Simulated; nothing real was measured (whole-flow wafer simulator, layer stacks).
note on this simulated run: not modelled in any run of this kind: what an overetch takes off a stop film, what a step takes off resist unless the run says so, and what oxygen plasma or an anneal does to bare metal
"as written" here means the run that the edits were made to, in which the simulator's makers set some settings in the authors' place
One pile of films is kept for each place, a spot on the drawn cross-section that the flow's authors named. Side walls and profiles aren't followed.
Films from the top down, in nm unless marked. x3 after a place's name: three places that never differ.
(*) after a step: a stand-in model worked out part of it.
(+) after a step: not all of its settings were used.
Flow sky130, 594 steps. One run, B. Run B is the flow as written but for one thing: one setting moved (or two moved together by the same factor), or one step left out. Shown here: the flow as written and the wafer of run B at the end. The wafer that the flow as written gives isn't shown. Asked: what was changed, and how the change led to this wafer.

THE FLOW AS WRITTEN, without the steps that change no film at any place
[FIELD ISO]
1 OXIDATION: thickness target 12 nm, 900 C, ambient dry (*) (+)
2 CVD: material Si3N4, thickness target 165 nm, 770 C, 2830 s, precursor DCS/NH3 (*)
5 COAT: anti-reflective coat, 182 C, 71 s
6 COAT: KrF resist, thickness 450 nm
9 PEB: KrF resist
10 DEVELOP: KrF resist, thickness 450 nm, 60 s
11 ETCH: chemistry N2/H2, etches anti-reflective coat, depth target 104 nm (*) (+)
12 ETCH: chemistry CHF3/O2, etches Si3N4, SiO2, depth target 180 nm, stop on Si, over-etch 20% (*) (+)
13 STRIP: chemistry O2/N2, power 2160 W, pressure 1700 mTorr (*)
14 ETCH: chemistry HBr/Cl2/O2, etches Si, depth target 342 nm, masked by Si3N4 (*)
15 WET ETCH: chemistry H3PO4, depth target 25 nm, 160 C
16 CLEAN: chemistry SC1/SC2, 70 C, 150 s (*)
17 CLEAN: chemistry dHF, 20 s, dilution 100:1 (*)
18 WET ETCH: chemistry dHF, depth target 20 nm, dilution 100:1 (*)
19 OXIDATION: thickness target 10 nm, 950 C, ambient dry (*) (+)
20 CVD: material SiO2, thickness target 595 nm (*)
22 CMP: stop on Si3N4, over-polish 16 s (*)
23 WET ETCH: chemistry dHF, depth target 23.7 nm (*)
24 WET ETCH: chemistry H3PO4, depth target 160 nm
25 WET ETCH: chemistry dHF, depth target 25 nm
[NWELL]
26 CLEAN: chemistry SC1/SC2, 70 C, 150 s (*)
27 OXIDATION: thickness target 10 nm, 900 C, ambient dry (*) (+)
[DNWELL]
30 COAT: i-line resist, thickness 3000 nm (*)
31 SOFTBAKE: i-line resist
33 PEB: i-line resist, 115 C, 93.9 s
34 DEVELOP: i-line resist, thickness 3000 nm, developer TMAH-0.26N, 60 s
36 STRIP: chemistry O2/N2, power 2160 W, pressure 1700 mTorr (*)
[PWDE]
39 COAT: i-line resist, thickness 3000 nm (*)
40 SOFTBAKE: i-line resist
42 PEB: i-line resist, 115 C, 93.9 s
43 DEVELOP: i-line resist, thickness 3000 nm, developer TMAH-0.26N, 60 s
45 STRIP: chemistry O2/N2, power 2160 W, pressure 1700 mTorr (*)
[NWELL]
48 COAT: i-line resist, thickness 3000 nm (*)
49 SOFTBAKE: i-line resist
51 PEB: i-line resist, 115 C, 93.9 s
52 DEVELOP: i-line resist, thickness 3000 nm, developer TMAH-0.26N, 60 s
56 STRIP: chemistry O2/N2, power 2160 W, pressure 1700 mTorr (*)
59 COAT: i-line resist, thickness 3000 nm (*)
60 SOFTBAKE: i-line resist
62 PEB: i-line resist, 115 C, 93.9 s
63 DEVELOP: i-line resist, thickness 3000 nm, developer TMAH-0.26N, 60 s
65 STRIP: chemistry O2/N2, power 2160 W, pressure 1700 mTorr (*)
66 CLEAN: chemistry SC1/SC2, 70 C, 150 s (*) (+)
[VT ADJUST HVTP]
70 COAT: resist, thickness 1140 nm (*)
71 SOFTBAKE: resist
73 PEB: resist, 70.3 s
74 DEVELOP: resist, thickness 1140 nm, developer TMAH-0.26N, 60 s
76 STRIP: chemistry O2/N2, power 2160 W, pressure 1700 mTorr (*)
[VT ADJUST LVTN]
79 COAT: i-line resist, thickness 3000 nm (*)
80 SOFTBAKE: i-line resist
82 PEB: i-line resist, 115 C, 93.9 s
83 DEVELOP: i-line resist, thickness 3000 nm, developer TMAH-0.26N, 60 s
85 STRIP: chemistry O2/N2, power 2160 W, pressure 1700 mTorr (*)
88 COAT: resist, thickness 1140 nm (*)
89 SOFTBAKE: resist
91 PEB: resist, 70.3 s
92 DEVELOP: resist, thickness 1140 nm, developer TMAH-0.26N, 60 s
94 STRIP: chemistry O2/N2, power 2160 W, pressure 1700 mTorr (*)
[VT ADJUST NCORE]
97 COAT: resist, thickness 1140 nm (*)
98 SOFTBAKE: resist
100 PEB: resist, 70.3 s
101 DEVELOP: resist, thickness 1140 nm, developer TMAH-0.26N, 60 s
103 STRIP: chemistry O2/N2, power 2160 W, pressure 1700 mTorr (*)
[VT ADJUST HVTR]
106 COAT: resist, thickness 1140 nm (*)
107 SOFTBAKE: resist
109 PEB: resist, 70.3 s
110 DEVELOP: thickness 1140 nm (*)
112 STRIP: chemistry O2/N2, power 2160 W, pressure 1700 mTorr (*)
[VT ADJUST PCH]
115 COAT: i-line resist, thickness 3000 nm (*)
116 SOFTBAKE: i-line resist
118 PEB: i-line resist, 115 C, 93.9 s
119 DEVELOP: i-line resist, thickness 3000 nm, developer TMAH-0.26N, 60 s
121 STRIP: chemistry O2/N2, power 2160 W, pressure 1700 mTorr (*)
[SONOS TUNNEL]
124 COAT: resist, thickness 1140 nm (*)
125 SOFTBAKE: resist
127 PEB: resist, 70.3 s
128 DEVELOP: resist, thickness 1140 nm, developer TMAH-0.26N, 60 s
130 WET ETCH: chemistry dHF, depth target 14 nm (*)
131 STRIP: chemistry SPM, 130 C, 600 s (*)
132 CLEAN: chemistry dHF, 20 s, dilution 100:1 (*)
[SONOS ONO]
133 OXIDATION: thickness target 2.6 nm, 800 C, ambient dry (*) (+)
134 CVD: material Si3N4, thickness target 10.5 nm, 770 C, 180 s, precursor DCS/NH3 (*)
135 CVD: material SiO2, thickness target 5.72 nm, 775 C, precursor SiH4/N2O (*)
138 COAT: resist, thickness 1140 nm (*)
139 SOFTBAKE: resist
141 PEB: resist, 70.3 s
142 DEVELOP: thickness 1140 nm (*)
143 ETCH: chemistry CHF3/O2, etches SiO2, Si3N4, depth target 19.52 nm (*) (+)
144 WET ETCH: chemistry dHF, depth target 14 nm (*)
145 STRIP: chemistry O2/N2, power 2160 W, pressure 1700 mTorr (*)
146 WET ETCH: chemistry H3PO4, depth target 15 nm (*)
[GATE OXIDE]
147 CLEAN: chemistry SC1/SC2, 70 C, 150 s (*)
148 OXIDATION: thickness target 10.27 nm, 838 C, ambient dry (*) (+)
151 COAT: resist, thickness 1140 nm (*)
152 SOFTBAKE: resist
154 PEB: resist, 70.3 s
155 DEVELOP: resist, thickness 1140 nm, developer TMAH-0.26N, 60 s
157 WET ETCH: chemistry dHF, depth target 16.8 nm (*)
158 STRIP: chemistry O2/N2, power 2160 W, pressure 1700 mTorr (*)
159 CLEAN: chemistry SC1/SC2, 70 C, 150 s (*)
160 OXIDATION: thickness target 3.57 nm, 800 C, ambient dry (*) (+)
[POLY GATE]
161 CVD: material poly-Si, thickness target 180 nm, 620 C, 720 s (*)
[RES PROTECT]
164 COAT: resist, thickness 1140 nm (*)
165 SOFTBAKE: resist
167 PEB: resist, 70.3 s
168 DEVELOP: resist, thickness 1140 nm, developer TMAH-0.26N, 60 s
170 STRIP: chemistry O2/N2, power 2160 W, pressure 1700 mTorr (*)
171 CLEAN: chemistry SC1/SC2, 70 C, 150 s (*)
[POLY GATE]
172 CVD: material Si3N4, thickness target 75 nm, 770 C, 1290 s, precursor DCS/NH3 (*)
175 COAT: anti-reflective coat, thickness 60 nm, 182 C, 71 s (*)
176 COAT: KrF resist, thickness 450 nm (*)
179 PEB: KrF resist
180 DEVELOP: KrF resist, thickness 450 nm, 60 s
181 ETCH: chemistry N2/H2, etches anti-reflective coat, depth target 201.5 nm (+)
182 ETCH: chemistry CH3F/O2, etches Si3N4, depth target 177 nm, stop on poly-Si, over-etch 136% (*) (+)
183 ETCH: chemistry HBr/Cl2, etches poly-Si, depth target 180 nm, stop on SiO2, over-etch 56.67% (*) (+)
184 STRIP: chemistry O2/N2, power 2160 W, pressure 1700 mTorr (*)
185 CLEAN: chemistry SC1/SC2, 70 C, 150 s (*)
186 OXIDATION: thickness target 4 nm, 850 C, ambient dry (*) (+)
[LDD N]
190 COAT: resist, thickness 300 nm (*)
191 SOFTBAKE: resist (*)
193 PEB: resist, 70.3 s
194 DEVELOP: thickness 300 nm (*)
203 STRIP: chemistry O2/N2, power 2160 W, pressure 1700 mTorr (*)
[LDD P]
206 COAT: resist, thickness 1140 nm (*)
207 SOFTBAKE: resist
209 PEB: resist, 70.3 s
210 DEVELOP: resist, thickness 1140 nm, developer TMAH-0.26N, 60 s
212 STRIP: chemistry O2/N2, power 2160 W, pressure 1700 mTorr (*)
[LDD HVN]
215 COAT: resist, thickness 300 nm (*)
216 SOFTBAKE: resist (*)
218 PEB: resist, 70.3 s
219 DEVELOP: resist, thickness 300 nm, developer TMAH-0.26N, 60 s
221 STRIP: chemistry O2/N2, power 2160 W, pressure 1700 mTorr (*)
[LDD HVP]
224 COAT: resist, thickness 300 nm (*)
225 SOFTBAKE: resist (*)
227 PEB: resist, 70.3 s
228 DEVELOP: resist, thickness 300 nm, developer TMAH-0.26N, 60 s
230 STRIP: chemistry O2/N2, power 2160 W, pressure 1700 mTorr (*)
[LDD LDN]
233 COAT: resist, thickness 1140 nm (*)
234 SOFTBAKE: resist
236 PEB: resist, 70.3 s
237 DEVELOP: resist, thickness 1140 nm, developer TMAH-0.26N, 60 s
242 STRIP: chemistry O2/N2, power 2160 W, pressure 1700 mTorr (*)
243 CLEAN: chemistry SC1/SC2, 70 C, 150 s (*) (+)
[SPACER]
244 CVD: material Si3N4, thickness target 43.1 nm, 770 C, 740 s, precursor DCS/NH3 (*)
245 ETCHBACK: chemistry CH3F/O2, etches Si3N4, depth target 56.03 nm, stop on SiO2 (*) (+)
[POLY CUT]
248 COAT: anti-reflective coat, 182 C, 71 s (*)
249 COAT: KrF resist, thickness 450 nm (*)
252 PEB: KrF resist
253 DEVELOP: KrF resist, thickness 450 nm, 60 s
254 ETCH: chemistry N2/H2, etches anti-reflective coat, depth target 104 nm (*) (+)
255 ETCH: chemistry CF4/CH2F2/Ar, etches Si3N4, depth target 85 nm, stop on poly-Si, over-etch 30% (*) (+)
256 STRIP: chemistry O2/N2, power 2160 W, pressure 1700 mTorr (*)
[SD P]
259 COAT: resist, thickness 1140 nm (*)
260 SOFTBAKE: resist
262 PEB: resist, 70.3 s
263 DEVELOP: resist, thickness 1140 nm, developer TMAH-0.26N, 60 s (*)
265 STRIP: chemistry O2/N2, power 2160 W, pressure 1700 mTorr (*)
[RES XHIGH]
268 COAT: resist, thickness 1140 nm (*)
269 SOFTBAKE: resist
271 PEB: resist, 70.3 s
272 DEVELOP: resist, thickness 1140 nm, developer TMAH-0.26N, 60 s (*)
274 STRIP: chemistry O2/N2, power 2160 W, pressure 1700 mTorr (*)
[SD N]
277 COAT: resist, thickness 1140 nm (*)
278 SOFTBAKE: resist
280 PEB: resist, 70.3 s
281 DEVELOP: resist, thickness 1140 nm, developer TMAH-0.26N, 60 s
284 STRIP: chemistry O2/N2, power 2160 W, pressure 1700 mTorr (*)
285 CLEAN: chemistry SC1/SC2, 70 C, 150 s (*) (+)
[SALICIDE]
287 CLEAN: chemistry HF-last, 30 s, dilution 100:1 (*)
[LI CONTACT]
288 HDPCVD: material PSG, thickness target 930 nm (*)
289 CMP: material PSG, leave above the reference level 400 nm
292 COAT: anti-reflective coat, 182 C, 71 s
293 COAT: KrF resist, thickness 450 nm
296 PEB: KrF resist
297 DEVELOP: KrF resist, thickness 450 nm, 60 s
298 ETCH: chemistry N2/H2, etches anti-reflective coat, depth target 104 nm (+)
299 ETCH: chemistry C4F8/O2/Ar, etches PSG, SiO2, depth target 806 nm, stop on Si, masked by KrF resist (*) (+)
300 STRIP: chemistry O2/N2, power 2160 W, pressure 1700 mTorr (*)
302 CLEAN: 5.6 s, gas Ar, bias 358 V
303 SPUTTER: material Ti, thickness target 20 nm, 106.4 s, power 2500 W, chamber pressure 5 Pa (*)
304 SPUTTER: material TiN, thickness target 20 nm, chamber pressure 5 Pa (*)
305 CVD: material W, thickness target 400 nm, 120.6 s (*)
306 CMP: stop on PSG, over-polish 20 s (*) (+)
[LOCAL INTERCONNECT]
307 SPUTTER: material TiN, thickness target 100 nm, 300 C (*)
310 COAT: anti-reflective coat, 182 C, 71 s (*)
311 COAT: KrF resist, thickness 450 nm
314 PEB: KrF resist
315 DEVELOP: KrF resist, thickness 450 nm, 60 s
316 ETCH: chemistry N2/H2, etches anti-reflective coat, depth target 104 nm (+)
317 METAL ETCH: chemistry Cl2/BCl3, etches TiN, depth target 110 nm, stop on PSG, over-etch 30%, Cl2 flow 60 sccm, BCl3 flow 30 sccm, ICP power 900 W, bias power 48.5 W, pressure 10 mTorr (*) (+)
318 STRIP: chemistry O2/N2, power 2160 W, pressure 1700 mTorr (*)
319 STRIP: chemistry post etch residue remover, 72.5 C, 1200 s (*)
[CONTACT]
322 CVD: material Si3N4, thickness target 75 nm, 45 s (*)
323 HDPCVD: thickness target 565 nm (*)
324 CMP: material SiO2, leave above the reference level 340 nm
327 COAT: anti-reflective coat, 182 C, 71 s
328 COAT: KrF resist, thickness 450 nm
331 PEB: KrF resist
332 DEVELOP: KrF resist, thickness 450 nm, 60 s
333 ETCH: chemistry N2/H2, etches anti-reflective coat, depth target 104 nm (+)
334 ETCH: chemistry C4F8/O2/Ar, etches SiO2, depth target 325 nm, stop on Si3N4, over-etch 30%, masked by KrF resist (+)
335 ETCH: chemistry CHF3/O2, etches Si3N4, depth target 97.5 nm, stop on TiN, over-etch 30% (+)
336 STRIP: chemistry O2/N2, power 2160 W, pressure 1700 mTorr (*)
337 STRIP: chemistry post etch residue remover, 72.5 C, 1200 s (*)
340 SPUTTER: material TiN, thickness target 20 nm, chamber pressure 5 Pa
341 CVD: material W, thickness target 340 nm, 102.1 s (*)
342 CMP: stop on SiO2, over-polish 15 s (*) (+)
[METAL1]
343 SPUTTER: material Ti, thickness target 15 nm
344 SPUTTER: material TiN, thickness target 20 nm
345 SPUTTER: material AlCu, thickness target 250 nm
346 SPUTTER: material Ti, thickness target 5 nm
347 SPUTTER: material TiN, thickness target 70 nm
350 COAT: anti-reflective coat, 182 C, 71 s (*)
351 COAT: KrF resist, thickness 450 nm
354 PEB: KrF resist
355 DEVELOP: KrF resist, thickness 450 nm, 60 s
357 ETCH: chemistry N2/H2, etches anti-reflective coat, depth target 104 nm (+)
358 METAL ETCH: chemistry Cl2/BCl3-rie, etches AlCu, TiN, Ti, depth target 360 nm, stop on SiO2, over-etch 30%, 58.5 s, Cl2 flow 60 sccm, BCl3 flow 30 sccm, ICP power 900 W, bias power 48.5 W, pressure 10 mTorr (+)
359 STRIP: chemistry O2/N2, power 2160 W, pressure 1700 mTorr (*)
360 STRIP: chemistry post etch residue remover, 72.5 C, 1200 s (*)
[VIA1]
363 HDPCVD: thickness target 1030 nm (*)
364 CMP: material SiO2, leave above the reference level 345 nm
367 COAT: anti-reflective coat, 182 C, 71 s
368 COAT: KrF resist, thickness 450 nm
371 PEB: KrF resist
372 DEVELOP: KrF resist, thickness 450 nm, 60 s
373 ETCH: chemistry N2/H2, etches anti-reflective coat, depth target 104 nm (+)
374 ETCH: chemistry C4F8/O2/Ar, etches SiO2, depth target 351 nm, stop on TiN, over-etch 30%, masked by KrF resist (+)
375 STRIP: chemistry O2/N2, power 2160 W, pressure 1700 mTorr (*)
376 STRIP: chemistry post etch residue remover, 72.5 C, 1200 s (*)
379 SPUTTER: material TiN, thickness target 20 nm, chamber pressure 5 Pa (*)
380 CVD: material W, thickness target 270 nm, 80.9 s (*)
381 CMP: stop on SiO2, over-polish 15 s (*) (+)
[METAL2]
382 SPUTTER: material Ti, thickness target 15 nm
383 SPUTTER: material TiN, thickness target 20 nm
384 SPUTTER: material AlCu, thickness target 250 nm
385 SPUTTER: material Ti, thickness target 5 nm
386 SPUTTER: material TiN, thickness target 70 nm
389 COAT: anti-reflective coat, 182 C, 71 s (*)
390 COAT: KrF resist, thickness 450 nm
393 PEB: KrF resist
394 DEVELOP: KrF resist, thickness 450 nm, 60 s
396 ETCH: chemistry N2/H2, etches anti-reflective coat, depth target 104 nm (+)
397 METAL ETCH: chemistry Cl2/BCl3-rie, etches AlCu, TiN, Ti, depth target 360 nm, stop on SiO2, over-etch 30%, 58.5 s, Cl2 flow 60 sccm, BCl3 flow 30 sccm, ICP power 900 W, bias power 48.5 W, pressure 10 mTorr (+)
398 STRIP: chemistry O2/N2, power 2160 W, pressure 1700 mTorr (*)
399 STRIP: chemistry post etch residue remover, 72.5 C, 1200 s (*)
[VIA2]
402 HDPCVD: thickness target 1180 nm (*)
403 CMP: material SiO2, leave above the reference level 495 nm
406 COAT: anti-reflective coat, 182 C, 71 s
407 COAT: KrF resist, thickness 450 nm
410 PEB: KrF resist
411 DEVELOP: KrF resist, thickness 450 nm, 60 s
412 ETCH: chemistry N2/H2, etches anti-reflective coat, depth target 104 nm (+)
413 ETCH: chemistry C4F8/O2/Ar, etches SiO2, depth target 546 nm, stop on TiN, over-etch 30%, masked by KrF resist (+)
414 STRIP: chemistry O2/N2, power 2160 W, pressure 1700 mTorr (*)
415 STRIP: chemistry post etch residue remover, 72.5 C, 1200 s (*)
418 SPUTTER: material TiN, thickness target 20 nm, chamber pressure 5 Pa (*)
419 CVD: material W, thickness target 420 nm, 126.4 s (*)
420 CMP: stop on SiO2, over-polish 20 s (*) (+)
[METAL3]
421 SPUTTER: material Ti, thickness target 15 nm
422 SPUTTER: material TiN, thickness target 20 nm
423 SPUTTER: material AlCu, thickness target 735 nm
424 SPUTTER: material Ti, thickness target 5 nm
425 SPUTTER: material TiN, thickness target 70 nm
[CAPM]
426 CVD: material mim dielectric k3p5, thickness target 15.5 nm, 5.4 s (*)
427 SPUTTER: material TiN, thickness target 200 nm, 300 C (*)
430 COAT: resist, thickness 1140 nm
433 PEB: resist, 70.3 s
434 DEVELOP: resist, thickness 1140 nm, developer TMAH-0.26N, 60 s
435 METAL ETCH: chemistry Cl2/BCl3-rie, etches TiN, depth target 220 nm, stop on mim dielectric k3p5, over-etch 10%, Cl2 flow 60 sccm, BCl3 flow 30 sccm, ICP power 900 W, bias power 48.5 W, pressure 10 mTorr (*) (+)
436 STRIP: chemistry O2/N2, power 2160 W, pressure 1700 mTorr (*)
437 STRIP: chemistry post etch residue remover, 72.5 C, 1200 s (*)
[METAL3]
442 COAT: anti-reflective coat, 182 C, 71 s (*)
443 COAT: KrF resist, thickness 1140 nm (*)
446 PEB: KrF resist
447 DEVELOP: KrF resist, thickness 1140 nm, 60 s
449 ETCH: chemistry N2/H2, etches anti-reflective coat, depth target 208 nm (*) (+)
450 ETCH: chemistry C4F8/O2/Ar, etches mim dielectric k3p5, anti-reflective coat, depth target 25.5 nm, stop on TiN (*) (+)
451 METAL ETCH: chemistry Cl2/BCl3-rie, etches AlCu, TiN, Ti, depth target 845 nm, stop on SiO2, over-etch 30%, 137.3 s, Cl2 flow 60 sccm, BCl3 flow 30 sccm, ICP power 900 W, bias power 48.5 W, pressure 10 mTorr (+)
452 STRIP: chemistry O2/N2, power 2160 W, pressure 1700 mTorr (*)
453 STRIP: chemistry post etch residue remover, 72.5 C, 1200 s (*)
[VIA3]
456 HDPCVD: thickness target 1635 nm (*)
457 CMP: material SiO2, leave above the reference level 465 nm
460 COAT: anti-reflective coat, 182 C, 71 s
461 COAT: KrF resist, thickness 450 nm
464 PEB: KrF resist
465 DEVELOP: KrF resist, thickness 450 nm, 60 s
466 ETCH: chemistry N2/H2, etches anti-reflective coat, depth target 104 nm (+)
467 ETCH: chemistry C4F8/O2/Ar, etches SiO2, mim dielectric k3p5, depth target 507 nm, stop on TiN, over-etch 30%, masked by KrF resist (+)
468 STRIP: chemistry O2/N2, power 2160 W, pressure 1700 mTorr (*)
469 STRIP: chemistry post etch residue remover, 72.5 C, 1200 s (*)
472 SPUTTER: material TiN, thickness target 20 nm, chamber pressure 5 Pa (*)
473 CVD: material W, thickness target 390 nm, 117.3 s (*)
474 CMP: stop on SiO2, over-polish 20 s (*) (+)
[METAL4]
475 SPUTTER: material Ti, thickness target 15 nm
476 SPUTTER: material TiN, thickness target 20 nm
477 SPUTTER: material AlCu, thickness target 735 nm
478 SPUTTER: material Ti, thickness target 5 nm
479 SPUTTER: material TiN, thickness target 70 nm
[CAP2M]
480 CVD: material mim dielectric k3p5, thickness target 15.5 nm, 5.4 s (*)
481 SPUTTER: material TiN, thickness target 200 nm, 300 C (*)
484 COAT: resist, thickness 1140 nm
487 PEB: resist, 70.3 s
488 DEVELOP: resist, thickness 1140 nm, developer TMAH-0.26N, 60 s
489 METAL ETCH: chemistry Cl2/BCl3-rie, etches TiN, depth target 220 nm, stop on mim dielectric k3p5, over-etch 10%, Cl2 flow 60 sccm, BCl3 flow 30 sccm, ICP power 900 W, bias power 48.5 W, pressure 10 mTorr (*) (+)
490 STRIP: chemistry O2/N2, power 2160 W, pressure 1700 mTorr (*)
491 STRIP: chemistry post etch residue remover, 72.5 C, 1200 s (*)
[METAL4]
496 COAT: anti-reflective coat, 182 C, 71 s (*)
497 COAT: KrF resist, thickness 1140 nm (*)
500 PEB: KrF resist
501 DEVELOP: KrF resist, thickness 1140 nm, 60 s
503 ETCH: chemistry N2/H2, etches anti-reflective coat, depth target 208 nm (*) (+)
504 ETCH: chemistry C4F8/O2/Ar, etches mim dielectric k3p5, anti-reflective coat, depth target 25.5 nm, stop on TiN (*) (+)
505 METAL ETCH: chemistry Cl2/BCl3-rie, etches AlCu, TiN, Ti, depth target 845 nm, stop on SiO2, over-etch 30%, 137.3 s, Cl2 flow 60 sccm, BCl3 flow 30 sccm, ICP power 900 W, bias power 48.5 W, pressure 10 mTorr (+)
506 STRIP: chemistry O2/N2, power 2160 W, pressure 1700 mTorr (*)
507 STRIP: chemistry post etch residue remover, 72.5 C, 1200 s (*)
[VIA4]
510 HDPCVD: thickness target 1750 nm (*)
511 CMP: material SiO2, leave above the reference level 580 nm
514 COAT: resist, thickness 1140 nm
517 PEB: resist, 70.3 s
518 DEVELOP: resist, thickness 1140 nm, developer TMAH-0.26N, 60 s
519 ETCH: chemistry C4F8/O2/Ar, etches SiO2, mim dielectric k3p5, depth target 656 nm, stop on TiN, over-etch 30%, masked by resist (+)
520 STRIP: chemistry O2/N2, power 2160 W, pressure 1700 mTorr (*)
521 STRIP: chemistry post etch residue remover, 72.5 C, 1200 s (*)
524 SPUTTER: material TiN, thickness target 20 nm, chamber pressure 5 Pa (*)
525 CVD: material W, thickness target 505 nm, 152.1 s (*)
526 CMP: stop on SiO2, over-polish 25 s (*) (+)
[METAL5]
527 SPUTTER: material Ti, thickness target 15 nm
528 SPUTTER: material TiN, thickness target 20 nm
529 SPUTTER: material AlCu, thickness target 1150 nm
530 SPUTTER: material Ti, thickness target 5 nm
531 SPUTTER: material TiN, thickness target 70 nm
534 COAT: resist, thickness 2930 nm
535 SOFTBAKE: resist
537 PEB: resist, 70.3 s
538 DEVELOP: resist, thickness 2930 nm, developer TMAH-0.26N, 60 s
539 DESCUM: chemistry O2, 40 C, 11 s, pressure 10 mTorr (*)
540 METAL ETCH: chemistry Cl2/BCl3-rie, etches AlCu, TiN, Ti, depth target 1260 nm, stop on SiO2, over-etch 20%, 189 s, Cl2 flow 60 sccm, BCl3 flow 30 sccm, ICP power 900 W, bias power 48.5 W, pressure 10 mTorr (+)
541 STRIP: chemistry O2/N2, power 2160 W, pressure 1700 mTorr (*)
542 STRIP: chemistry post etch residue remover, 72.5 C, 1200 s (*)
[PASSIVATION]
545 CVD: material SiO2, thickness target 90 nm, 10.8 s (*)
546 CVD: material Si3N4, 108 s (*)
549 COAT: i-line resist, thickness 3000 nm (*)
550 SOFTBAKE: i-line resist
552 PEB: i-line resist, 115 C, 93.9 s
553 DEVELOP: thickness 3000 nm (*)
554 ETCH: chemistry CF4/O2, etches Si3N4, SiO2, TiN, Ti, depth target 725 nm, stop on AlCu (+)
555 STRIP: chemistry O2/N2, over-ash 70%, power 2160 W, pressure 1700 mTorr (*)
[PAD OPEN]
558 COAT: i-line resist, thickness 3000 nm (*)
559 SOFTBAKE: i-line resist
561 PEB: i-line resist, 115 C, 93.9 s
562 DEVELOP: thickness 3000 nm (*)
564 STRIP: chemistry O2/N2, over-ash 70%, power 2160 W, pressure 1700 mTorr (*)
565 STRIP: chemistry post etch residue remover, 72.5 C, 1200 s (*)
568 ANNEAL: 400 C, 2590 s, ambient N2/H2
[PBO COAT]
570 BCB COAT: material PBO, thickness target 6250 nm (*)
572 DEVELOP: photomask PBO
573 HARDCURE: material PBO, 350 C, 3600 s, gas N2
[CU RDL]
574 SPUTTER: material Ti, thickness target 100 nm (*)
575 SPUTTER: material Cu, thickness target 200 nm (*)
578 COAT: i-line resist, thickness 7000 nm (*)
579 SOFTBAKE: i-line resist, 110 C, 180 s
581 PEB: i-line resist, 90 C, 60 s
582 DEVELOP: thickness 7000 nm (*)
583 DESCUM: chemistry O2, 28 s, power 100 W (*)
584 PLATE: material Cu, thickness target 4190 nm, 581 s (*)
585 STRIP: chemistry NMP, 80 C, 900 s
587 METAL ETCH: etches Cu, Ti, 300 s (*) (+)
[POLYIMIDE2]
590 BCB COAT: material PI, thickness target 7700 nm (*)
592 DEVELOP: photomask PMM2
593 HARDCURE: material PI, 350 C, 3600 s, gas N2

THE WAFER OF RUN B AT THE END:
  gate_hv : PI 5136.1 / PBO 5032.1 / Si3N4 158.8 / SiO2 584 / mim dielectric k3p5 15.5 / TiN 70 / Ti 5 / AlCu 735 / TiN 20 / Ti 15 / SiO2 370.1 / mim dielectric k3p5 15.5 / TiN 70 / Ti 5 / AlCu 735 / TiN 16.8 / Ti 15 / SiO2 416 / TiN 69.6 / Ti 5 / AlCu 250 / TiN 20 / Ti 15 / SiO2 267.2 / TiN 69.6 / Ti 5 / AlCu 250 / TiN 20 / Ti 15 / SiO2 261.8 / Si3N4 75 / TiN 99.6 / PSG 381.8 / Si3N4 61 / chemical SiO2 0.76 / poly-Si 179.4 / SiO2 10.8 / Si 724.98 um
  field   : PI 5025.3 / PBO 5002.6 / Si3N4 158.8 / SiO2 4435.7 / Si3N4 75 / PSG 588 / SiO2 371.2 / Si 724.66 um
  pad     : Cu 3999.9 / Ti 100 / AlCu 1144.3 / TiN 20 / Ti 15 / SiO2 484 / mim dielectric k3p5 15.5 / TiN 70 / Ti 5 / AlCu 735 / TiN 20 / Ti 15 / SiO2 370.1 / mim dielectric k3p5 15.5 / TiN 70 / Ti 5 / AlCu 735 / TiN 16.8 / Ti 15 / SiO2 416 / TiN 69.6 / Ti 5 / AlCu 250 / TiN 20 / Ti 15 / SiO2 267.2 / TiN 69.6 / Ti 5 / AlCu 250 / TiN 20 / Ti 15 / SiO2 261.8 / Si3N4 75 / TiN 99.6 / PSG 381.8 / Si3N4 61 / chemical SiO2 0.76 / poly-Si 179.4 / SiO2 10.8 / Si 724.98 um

The cause: step 422, SPUTTER: thickness target 16.8 nm was run, where the flow has thickness target 20 nm.
It can be read off the wafer: gate_hv has TiN 16.8, and step 422 as written asks for 20 nm.

How the change led to this, step by step:
  422 SPUTTER: material TiN, thickness target 20 nm
      field, active, n_well and 188 more: TiN +16.8 (new film) (as written it would be: TiN +20 (new film))
  451 METAL ETCH: chemistry Cl2/BCl3-rie, etches AlCu, TiN, Ti, depth target 845 nm, stop on SiO2, over-etch 30%, 137.3 s, Cl2 flow 60 sccm, BCl3 flow 30 sccm, ICP power 900 W, bias power 48.5 W, pressure 10 mTorr (+)
      field, gate, spacer and 68 more: TiN -70 (all of it), Ti -5 (all of it), AlCu -735 (all of it), TiN -16.8 (all of it), Ti -15 (all of it), SiO2 -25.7 (as written it would be: TiN -70 (all of it), Ti -5 (all of it), AlCu -735 (all of it), TiN -20 (all of it), Ti -15 (all of it), SiO2 -25.4)
      active, vpp_ln, vpp_iso2 and 11 more: TiN -70 (all of it), Ti -5 (all of it), AlCu -735 (all of it), TiN -16.8 (all of it), Ti -15 (all of it), SiO2 -25.7 (as written it would be: TiN -70 (all of it), Ti -5 (all of it), AlCu -735 (all of it), TiN -20 (all of it), Ti -15 (all of it), SiO2 -25.3)
